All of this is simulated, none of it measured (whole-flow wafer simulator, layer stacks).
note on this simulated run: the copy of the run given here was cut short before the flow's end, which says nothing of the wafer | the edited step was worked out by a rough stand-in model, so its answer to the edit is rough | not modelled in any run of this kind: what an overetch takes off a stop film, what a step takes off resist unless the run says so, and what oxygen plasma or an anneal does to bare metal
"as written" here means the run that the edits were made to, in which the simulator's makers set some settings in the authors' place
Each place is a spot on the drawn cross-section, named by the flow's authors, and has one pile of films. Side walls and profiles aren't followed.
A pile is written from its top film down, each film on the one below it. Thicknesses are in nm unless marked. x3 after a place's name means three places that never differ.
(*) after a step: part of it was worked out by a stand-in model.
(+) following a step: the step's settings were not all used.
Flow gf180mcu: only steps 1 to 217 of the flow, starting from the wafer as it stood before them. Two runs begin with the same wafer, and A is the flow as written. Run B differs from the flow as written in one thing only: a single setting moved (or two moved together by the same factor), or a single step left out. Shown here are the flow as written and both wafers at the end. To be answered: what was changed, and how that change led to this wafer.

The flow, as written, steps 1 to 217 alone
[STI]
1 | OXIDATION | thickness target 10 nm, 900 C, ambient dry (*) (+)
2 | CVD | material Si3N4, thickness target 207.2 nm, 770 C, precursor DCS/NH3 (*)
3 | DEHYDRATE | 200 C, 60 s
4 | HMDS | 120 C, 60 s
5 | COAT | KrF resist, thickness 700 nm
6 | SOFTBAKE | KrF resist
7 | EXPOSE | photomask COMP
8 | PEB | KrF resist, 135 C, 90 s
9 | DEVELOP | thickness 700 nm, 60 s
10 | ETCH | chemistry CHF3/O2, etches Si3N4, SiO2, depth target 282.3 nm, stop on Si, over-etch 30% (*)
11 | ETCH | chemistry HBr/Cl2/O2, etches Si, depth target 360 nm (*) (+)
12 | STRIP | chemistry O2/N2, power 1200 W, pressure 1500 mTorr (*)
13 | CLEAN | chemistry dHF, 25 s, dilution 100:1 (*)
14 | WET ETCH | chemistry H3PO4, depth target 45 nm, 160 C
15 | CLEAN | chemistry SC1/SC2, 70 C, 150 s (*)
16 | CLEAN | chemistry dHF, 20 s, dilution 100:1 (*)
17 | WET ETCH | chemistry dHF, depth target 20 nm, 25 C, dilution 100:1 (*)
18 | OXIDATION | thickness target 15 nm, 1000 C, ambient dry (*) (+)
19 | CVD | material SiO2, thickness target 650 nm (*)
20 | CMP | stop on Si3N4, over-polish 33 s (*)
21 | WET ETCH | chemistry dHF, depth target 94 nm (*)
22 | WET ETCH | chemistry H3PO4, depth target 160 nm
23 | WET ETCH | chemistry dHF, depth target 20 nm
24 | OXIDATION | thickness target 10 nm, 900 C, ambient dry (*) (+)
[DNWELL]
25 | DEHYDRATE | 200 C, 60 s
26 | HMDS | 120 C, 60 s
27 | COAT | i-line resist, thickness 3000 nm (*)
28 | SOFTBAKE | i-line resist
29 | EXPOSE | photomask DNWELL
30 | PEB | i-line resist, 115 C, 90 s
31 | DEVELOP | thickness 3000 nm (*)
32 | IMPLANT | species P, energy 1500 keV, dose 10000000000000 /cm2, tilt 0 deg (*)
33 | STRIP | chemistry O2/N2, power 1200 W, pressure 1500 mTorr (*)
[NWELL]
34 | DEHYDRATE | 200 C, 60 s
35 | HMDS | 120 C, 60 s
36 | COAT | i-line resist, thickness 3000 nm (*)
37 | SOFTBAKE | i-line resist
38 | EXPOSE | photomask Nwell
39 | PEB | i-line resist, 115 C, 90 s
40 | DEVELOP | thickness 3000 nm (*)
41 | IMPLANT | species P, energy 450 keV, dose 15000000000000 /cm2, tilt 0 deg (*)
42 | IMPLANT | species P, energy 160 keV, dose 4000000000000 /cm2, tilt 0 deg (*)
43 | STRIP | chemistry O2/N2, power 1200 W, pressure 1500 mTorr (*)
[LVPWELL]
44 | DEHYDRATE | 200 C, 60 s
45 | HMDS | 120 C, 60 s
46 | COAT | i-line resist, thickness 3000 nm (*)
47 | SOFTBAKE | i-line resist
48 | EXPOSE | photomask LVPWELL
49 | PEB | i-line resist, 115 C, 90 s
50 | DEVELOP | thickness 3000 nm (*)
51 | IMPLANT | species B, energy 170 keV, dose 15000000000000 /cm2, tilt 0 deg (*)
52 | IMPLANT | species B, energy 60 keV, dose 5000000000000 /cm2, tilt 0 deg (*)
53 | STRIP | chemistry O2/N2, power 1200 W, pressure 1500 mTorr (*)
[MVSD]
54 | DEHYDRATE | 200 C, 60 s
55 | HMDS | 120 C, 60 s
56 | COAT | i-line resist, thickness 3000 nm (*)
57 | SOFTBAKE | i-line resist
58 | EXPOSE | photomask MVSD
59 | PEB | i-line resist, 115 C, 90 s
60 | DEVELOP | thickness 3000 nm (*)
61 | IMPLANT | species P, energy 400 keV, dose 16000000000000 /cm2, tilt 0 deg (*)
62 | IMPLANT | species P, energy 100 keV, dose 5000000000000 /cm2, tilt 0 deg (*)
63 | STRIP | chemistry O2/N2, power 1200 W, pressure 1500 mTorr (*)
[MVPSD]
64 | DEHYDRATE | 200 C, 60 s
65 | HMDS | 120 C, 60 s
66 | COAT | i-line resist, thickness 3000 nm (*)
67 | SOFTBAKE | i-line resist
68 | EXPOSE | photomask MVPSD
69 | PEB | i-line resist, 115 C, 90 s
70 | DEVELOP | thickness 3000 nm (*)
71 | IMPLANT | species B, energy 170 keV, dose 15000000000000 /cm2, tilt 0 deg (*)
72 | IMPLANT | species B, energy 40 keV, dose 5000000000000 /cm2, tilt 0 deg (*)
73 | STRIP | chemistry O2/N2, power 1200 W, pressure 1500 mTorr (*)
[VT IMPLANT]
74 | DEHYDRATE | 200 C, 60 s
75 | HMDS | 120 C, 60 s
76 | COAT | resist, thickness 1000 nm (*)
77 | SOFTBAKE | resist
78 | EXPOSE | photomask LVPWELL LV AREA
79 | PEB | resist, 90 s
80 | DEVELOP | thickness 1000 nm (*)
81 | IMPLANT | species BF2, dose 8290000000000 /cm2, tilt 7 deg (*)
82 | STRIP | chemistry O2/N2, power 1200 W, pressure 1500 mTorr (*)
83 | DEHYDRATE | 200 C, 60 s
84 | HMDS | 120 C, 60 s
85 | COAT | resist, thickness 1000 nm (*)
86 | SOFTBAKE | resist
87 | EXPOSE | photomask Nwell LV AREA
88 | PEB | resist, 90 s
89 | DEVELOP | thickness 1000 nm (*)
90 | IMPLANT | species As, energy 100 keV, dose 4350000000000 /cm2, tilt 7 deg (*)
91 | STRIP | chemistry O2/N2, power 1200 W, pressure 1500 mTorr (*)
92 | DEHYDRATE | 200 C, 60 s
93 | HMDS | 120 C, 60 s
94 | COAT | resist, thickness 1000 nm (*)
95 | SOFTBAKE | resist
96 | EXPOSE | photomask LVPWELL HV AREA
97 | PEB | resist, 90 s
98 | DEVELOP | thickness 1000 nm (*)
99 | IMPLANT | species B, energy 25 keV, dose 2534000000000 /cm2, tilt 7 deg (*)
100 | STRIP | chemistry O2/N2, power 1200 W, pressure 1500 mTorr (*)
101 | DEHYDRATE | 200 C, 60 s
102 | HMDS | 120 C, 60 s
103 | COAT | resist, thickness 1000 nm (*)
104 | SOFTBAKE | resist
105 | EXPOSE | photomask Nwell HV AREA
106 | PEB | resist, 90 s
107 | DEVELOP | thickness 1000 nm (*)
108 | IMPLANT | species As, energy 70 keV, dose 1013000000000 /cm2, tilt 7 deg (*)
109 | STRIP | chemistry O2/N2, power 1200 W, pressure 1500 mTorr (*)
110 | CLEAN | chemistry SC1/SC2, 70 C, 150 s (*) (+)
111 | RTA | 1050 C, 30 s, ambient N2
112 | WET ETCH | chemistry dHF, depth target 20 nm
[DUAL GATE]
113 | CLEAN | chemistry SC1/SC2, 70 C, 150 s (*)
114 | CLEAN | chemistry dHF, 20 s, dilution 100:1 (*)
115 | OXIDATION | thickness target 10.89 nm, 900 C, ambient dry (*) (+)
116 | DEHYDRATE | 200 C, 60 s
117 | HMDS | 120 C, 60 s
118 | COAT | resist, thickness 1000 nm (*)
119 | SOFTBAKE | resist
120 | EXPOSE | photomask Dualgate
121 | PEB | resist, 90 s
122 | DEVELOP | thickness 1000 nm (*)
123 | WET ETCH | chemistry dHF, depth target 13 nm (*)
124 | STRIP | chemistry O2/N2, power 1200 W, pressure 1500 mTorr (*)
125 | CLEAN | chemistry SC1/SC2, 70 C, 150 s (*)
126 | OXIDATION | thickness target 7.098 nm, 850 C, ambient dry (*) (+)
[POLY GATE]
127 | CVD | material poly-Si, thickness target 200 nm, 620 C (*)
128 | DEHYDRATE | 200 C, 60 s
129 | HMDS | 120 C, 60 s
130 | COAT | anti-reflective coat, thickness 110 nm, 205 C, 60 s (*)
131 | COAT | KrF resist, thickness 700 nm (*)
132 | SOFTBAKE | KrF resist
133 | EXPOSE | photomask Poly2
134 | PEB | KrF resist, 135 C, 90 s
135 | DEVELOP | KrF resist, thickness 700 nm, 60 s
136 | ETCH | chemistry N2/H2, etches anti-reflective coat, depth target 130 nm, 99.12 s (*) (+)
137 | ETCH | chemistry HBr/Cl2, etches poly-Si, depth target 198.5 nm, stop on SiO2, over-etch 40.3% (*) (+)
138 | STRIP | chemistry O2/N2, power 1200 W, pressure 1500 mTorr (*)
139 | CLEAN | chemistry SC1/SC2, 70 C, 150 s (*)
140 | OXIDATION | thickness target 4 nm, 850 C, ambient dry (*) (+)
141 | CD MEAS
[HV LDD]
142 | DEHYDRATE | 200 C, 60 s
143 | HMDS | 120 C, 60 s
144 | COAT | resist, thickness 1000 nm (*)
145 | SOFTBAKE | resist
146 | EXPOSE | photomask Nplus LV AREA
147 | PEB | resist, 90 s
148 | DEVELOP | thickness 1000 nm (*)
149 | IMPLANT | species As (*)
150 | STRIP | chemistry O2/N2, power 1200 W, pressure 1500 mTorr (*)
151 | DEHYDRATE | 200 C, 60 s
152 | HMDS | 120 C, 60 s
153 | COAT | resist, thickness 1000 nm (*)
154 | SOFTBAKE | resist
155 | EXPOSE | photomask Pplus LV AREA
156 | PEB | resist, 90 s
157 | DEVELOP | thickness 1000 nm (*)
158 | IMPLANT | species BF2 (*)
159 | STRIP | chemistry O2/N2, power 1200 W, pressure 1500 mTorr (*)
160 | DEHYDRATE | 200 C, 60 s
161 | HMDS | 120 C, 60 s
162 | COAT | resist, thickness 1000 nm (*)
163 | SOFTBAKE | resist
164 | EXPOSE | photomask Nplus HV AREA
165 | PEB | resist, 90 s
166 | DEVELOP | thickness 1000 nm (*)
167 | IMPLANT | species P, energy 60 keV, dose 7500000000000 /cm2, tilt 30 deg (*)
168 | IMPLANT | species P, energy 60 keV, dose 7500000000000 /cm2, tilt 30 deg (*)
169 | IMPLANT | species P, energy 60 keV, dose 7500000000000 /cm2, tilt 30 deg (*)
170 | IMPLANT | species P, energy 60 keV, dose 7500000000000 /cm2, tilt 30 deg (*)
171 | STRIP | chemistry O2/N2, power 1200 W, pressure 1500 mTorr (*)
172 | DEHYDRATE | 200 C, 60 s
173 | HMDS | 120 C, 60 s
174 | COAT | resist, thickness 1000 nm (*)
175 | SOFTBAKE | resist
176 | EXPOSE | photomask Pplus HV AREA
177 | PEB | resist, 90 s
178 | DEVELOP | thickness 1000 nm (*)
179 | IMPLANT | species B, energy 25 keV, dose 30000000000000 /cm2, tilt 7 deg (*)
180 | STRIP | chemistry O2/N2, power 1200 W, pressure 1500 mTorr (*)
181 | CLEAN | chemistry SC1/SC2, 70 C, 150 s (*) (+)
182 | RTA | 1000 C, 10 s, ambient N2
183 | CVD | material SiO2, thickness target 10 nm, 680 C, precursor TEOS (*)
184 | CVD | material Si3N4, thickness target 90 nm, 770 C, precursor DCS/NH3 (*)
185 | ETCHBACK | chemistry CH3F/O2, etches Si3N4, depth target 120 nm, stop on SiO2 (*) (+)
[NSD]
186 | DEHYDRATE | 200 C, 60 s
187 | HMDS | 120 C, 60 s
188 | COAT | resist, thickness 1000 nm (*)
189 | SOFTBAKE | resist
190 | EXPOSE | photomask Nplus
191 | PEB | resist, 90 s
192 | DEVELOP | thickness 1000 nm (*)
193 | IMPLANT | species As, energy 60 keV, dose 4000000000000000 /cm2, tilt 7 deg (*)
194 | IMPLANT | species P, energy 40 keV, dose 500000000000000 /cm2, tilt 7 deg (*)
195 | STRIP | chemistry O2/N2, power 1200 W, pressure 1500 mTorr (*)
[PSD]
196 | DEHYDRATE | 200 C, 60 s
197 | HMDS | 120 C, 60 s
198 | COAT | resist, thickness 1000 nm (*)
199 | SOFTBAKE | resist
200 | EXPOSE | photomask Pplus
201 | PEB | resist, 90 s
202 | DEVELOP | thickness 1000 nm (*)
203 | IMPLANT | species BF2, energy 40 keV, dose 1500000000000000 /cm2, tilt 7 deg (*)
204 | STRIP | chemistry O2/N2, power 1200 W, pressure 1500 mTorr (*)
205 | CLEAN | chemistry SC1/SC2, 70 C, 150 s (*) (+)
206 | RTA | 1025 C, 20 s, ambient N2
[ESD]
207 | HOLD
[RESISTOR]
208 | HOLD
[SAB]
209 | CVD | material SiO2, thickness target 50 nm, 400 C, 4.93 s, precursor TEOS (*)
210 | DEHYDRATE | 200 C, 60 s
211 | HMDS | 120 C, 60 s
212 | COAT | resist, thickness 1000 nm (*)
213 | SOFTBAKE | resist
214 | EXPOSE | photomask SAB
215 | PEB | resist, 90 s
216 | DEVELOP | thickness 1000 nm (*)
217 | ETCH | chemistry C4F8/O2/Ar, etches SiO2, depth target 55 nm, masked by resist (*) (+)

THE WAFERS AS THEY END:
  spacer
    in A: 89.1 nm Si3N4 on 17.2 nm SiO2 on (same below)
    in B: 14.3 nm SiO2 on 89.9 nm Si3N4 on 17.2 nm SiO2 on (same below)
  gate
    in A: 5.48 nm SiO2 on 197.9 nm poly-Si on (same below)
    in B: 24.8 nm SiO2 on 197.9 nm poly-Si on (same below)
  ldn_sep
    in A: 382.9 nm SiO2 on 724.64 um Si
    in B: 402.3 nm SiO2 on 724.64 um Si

Cause: step 209, CVD: 6.902 s was run, while the flow as written has 4.93 s.

Step by step, how the change led to this:
  209 | CVD | material SiO2, thickness target 50 nm, 400 C, 4.93 s, precursor TEOS (*)
      field, field__w7, field__w8 and 73 more: A SiO2 gains 50 | B SiO2 gains 69.3
      field_sub__w1, field_sub__w3, field_sub__w4, field_sub__w5, ld_drift_n: A SiO2 gains 48.9 | B SiO2 gains 67.8
      (also at 28 further places)
  217 | ETCH | chemistry C4F8/O2/Ar, etches SiO2, depth target 55 nm, masked by resist (*) (+)
      spacer: A SiO2 loses 50 (all of it), Si3N4 loses 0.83 | B SiO2 loses 55
